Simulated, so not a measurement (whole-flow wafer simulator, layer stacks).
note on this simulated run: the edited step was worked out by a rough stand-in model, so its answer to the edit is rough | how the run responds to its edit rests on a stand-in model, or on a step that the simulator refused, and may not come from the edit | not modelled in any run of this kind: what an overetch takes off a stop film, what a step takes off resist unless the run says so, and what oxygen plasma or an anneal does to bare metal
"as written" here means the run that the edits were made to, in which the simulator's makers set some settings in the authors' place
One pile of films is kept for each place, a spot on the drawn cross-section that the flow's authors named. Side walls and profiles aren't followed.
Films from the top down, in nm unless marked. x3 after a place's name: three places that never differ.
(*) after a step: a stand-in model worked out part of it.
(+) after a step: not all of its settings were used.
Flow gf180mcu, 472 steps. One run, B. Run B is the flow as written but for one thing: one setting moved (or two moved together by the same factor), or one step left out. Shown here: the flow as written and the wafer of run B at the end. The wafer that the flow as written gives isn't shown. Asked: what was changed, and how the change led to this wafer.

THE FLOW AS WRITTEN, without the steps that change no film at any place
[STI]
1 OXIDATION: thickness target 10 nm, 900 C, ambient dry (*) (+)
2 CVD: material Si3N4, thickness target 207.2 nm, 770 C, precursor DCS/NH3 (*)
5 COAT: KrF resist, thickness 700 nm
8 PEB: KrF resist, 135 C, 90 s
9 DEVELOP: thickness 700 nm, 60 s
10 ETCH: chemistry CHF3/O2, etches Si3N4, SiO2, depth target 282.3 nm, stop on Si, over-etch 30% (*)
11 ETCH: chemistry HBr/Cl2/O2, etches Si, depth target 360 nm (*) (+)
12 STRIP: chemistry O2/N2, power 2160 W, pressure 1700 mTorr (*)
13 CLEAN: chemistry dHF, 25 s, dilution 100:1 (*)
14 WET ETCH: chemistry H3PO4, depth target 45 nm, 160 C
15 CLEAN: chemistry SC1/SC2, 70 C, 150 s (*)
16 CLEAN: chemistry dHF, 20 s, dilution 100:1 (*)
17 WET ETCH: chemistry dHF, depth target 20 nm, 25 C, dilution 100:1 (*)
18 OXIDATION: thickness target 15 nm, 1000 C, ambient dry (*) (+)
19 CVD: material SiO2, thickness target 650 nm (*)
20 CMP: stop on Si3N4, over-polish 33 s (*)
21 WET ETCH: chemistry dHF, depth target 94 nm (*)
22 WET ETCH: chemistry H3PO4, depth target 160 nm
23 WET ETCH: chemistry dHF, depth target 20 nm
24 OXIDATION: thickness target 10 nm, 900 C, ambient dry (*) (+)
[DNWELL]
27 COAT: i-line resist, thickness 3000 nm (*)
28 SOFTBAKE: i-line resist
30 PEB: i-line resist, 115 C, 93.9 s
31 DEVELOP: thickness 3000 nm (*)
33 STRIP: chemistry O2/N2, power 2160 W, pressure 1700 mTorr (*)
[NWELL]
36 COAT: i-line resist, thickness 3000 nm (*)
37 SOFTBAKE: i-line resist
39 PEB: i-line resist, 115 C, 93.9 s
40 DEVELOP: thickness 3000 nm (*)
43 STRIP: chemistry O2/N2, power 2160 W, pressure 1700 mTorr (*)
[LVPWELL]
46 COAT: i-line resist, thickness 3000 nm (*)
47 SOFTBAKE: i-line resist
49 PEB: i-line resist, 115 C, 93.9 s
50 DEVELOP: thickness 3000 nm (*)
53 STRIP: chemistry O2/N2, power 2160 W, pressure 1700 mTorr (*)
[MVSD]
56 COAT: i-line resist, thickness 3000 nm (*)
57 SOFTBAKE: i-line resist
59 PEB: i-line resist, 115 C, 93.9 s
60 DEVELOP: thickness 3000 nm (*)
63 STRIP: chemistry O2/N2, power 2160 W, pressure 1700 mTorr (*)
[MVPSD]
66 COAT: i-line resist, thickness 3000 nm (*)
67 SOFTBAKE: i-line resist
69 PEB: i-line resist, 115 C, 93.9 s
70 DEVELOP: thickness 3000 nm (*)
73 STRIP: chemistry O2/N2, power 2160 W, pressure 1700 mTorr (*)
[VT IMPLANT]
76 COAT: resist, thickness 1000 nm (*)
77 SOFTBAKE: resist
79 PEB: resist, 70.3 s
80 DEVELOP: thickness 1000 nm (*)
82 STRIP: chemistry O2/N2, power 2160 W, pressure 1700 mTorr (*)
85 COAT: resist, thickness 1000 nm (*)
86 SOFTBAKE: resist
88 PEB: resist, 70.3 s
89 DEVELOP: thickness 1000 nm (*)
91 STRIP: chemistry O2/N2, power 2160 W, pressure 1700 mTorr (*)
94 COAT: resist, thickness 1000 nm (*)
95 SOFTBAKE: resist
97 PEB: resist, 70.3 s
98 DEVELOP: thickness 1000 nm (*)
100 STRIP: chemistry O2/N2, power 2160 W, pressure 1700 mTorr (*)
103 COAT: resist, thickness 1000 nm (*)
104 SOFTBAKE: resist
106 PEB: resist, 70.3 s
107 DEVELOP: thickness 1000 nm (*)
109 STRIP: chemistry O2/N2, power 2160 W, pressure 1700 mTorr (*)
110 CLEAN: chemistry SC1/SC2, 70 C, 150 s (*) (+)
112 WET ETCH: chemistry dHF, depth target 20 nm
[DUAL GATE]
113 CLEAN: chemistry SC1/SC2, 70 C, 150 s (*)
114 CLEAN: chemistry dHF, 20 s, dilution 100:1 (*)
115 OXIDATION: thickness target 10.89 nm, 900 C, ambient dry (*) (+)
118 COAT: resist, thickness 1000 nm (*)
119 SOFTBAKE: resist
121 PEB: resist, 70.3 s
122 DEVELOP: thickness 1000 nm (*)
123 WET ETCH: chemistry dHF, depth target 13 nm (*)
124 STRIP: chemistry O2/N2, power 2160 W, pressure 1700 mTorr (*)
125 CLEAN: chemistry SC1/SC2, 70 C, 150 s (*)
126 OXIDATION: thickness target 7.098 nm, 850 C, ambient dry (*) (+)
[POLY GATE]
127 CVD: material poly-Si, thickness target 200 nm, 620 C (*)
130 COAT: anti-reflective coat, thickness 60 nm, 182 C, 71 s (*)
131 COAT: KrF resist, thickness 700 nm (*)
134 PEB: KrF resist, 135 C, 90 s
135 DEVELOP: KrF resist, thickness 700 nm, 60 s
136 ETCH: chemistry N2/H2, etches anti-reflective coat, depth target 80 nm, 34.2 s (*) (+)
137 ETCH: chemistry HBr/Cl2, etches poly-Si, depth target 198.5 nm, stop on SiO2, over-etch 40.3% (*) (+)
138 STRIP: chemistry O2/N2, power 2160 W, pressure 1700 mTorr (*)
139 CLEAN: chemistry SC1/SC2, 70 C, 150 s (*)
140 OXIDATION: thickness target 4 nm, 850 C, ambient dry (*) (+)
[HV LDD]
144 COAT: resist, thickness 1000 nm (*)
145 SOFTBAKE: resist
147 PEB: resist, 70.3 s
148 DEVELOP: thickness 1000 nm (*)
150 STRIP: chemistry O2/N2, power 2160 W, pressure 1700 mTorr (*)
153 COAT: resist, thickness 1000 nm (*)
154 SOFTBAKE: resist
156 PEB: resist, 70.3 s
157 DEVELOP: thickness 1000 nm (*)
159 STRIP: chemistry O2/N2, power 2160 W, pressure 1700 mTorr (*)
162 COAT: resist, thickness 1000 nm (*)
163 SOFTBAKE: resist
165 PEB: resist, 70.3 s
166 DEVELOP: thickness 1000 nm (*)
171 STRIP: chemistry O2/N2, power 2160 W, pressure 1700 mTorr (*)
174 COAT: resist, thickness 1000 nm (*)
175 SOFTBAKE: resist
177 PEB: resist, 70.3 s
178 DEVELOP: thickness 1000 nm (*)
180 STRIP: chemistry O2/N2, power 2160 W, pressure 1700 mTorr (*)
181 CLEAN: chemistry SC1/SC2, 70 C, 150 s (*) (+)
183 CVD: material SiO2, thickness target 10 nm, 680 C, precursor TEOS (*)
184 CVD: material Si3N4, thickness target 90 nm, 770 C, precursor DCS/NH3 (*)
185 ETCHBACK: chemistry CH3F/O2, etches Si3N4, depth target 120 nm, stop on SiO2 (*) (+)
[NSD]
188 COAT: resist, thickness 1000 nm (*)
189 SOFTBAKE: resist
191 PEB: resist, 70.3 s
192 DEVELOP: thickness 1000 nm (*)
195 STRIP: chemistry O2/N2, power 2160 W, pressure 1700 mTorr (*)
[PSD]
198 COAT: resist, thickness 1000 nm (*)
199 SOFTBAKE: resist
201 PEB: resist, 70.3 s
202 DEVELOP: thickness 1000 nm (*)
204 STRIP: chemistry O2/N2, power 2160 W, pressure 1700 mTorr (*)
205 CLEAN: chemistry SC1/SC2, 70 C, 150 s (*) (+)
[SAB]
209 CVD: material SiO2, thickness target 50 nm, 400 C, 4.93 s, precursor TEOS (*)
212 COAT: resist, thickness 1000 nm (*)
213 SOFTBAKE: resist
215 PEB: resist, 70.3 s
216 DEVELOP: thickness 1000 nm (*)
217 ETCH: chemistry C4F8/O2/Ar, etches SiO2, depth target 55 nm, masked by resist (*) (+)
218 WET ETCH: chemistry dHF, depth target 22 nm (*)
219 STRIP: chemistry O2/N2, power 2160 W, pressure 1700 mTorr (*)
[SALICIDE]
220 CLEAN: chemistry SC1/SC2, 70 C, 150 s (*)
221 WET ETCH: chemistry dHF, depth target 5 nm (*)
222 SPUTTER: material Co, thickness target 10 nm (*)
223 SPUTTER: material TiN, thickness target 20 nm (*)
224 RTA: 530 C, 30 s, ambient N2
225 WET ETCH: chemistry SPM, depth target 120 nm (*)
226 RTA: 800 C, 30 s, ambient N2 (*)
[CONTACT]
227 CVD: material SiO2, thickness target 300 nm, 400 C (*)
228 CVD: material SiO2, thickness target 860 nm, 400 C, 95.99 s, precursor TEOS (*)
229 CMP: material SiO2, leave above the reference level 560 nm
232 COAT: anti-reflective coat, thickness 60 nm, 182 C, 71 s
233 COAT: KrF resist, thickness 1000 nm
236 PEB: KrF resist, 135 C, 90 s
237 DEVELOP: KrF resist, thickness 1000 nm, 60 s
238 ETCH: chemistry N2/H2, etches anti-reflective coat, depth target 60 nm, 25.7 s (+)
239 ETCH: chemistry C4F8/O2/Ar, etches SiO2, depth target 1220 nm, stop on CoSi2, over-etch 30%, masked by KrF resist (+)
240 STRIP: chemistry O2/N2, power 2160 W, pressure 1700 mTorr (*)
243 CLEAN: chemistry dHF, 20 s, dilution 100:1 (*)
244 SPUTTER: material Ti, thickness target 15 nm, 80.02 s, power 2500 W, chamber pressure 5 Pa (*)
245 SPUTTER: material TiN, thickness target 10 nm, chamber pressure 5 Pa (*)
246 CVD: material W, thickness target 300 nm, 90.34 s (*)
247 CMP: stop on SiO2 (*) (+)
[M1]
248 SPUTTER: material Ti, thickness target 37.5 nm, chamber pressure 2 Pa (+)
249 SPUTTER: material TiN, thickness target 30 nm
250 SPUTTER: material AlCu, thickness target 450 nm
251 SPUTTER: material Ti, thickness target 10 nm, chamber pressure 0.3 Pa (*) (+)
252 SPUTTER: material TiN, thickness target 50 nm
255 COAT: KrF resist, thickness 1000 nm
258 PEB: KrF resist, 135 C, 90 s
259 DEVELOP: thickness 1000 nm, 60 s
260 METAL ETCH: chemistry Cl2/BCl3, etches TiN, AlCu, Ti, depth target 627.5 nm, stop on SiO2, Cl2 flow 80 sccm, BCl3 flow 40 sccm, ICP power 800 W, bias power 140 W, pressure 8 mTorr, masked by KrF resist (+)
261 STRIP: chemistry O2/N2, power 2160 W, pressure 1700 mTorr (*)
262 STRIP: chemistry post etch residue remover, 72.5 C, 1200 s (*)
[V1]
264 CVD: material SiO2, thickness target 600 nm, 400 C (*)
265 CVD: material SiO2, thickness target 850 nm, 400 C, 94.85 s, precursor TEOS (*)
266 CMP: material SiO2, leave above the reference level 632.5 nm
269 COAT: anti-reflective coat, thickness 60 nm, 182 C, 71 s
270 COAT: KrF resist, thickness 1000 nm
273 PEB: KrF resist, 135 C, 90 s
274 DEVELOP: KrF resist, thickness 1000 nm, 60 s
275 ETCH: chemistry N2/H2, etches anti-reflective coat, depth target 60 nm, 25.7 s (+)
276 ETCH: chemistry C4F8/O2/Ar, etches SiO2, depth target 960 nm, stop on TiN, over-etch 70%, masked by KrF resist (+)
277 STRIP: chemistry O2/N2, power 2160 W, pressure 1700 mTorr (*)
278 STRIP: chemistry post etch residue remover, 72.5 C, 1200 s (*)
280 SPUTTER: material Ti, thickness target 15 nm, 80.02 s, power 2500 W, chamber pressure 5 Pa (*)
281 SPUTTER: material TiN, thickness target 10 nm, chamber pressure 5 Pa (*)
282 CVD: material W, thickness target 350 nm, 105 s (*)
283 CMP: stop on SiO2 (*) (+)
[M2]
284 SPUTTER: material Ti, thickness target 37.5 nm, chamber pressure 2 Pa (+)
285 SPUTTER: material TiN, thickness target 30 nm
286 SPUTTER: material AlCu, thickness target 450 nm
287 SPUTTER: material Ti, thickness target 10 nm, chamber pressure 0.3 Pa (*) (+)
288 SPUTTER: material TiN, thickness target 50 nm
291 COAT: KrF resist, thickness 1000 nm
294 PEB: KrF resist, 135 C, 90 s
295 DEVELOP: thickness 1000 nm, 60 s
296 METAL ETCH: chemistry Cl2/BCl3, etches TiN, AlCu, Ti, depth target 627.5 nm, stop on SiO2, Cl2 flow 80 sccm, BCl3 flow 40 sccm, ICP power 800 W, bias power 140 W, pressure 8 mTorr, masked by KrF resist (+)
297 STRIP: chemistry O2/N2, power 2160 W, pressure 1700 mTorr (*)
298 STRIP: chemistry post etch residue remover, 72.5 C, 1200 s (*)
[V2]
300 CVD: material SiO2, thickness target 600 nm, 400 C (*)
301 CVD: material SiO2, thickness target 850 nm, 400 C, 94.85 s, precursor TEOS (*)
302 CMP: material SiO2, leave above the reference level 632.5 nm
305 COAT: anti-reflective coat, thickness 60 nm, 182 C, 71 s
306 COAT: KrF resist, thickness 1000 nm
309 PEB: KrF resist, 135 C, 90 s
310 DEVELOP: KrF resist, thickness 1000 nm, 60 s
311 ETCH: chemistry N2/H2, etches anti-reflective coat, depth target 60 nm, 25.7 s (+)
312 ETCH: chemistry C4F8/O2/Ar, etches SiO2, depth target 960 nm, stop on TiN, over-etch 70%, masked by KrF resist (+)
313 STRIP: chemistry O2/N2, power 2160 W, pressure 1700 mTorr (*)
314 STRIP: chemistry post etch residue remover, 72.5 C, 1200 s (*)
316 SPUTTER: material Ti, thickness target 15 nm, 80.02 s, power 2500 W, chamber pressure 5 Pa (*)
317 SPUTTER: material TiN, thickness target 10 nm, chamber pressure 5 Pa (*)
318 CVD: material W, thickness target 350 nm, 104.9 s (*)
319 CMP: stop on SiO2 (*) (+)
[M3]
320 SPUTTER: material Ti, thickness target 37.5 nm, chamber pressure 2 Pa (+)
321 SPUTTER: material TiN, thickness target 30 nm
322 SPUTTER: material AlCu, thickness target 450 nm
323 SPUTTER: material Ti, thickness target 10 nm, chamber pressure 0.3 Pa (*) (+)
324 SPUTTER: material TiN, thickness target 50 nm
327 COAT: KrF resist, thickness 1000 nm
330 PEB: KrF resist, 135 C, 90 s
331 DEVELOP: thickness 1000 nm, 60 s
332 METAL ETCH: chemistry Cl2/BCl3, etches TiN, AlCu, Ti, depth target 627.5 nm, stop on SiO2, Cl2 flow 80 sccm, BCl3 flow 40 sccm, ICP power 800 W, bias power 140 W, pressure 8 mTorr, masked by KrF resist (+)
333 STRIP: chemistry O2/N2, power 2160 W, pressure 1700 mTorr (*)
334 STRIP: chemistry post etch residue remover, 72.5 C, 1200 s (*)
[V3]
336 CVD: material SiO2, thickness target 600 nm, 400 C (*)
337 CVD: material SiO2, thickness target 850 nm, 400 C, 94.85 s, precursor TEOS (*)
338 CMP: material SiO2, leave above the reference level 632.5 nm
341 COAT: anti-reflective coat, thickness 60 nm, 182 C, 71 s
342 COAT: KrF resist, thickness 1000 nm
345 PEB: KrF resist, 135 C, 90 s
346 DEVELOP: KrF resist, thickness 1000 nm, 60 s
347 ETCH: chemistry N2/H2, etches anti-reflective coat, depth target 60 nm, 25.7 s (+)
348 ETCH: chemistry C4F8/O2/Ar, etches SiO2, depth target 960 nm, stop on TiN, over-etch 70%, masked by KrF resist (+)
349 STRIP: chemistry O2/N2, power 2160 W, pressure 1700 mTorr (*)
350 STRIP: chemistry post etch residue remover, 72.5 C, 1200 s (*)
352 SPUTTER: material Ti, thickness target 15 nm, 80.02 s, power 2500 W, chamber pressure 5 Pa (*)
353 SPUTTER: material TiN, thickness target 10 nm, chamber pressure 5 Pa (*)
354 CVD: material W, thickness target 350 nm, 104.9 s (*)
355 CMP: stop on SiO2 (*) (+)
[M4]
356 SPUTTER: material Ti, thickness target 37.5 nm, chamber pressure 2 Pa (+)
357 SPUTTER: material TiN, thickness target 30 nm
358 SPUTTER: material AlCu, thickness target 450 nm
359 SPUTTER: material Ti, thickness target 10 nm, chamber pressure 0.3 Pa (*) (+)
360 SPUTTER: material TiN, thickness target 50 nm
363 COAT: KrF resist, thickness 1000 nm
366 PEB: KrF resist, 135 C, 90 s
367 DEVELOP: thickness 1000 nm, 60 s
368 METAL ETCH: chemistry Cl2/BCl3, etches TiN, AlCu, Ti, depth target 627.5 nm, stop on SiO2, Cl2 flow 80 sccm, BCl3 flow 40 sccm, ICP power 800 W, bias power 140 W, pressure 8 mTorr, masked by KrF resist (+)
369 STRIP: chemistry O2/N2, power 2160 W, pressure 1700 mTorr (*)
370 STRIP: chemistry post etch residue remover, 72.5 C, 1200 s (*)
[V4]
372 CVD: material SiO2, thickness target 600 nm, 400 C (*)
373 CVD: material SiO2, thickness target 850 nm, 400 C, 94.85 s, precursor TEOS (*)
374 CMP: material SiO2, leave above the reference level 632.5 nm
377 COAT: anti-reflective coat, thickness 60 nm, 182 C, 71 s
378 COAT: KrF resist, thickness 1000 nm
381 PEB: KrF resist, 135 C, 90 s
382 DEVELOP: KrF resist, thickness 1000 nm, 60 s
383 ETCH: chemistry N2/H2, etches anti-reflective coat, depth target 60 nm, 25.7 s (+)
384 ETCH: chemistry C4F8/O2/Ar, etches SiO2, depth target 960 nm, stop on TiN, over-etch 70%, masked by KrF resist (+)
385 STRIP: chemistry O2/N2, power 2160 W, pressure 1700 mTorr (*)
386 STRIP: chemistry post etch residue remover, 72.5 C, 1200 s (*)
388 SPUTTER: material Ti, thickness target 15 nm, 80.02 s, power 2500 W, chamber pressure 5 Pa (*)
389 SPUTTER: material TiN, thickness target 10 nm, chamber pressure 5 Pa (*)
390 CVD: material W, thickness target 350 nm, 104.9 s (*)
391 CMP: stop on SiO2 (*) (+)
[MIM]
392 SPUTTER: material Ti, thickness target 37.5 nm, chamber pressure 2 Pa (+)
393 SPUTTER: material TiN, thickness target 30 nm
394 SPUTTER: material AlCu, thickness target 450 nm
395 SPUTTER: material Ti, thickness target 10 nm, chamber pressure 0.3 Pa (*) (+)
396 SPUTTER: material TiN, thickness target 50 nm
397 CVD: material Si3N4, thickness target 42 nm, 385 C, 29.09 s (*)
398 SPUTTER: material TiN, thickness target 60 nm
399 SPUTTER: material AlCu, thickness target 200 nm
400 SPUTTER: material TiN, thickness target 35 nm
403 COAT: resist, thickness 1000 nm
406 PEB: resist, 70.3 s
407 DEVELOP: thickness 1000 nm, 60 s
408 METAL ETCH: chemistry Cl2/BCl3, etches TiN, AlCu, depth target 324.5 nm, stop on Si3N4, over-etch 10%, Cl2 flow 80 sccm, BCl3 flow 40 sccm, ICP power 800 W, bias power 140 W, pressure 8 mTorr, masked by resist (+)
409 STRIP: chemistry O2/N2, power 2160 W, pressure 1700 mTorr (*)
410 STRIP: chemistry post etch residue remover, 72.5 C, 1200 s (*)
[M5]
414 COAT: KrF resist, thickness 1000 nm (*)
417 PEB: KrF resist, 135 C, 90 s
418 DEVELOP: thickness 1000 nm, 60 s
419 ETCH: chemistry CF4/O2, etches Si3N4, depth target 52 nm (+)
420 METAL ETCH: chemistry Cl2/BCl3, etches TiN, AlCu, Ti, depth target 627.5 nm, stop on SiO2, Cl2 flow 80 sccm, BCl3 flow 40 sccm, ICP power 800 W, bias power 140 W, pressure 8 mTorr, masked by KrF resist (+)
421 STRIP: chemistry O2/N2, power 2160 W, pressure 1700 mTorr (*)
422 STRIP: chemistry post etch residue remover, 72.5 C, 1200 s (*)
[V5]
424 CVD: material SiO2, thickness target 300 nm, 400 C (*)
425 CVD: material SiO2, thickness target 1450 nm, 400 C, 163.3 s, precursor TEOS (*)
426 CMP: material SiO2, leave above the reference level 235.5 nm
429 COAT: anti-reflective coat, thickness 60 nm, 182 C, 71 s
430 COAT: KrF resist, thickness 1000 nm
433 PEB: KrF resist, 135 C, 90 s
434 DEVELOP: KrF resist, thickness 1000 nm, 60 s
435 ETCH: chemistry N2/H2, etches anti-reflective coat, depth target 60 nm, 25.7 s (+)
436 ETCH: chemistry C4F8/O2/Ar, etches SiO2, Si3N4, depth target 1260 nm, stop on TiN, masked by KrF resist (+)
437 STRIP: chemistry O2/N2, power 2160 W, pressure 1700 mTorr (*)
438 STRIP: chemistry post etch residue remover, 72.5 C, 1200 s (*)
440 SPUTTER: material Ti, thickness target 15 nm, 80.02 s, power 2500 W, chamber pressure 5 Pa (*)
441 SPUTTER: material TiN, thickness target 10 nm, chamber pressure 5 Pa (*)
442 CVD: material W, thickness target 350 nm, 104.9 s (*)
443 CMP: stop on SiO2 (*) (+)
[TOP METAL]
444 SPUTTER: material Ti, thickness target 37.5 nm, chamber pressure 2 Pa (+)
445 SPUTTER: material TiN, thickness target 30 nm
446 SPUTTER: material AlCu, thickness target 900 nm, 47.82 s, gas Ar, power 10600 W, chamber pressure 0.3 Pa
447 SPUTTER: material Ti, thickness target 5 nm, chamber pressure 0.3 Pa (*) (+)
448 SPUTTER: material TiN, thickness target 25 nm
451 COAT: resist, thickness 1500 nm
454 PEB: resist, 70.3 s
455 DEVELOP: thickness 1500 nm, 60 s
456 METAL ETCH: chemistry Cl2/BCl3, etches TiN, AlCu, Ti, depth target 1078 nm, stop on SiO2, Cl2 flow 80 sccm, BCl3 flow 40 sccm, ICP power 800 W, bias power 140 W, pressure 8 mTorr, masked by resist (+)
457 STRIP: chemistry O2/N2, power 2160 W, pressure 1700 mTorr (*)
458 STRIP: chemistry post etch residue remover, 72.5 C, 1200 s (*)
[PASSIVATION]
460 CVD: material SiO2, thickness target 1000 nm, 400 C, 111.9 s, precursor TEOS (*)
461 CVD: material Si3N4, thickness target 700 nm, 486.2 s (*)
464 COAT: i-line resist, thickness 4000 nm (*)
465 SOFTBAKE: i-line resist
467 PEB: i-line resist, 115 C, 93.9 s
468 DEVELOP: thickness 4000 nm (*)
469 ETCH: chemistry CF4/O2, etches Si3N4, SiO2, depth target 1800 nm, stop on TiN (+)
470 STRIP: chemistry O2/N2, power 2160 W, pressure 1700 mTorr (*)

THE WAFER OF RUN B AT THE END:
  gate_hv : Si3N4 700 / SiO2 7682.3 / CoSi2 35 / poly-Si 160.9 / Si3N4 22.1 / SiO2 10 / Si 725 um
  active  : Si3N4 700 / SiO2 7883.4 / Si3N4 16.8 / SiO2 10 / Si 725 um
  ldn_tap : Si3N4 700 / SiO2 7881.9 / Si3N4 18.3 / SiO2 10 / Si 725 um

The cause: step 2, CVD: thickness target 243.4 nm was run, where the flow has thickness target 207.2 nm.

How the change led to this, step by step:
  2 CVD: material Si3N4, thickness target 207.2 nm, 770 C, precursor DCS/NH3 (*)
      field, field_sub, active and 77 more: Si3N4 +243.4 (new film) (as written it would be: Si3N4 +207.2 (new film))
  10 ETCH: chemistry CHF3/O2, etches Si3N4, SiO2, depth target 282.3 nm, stop on Si, over-etch 30% (*)
      field, field_sub, sti and 34 more: Si3N4 -243.4 (all of it), SiO2 -10 (all of it), Si -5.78 (as written it would be: Si3N4 -207.2 (all of it), SiO2 -10 (all of it), Si -13)
  11 ETCH: chemistry HBr/Cl2/O2, etches Si, depth target 360 nm (*) (+)
      active, n_well, p_well and 40 more: KrF resist -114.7 (as written it would be: KrF resist -112.3)
      field, field_sub, sti and 34 more: Si -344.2 (as written it would be: Si -337)
  19 CVD: material SiO2, thickness target 650 nm (*)
      m1, ld_fp_n, ld_drift_n and 8 more: SiO2 +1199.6 (as written it would be: SiO2 +1163.4)
  20 CMP: stop on Si3N4, over-polish 33 s (*)
      sti, mim_1p0, pad and 11 more: SiO2 -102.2 (as written it would be: SiO2 -138.5)
      nw_enc_fld, nw_enc_fld_lv: SiO2 -106.2 (as written it would be: SiO2 -142.5)
      (and at 10 more places)
  22 WET ETCH: chemistry H3PO4, depth target 160 nm
      active, n_well, p_well and 40 more: Si3N4 -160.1 (as written it would be: Si3N4 -150.8 (all of it), SiO2 -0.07)
  23 WET ETCH: chemistry dHF, depth target 20 nm
      active, n_well, p_well and 40 more: Si3N4 -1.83 (as written it would be: SiO2 -9.93 (all of it))
  24 OXIDATION: thickness target 10 nm, 900 C, ambient dry (*) (+)
      active, n_well, p_well and 40 more: nothing (as written it would be: SiO2 +10 (new film), Si -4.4)
  28 SOFTBAKE: i-line resist
      ldn_fp, ldn_drn: i-line resist +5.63 (as written it would be: i-line resist +4.83)
      active_nat: i-line resist +3.39 (as written it would be: i-line resist +2.84)
      (and at 18 more places)
  37 SOFTBAKE: i-line resist
      ldn_fp, ldn_drn: i-line resist +5.63 (as written it would be: i-line resist +4.83)
      active_nat: i-line resist +3.39 (as written it would be: i-line resist +2.84)
      (and at 18 more places)
  47 SOFTBAKE: i-line resist
      ldn_fp, ldn_drn: i-line resist +5.63 (as written it would be: i-line resist +4.83)
      active_nat: i-line resist +3.39 (as written it would be: i-line resist +2.84)
      (and at 18 more places)
  57 SOFTBAKE: i-line resist
      ldn_fp, ldn_drn: i-line resist +5.63 (as written it would be: i-line resist +4.83)
      active_nat: i-line resist +3.39 (as written it would be: i-line resist +2.84)
      (and at 18 more places)
  67 SOFTBAKE: i-line resist
      ldn_fp, ldn_drn: i-line resist +5.63 (as written it would be: i-line resist +4.83)
      active_nat: i-line resist +3.39 (as written it would be: i-line resist +2.84)
      (and at 18 more places)
  112 WET ETCH: chemistry dHF, depth target 20 nm
      active, n_well, p_well and 40 more: Si3N4 -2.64 (as written it would be: SiO2 -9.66 (all of it))
  113 CLEAN: chemistry SC1/SC2, 70 C, 150 s (*)
      active, n_well, p_well and 40 more: Si3N4 -0.07 (as written it would be: chemical SiO2 +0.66 (new film), Si -1.83)
  114 CLEAN: chemistry dHF, 20 s, dilution 100:1 (*)
      active, n_well, p_well and 40 more: Si3N4 -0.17 (as written it would be: chemical SiO2 -0.66 (all of it))
  ... 28 more steps ...
  471 ANNEAL: 400 C, 1800 s, ambient N2/H2
      contact: under 49 films: void +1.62 (new film), Ti -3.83, TiSi first +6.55 (new film), Si -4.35 (as written it would be: nothing)
Counting metal films that touch as one body, active has 0 bodies; the flow as written gives 1 body.
Counting metal films that touch as one body, ldn_tap has 0 bodies; the flow as written gives 1 body.
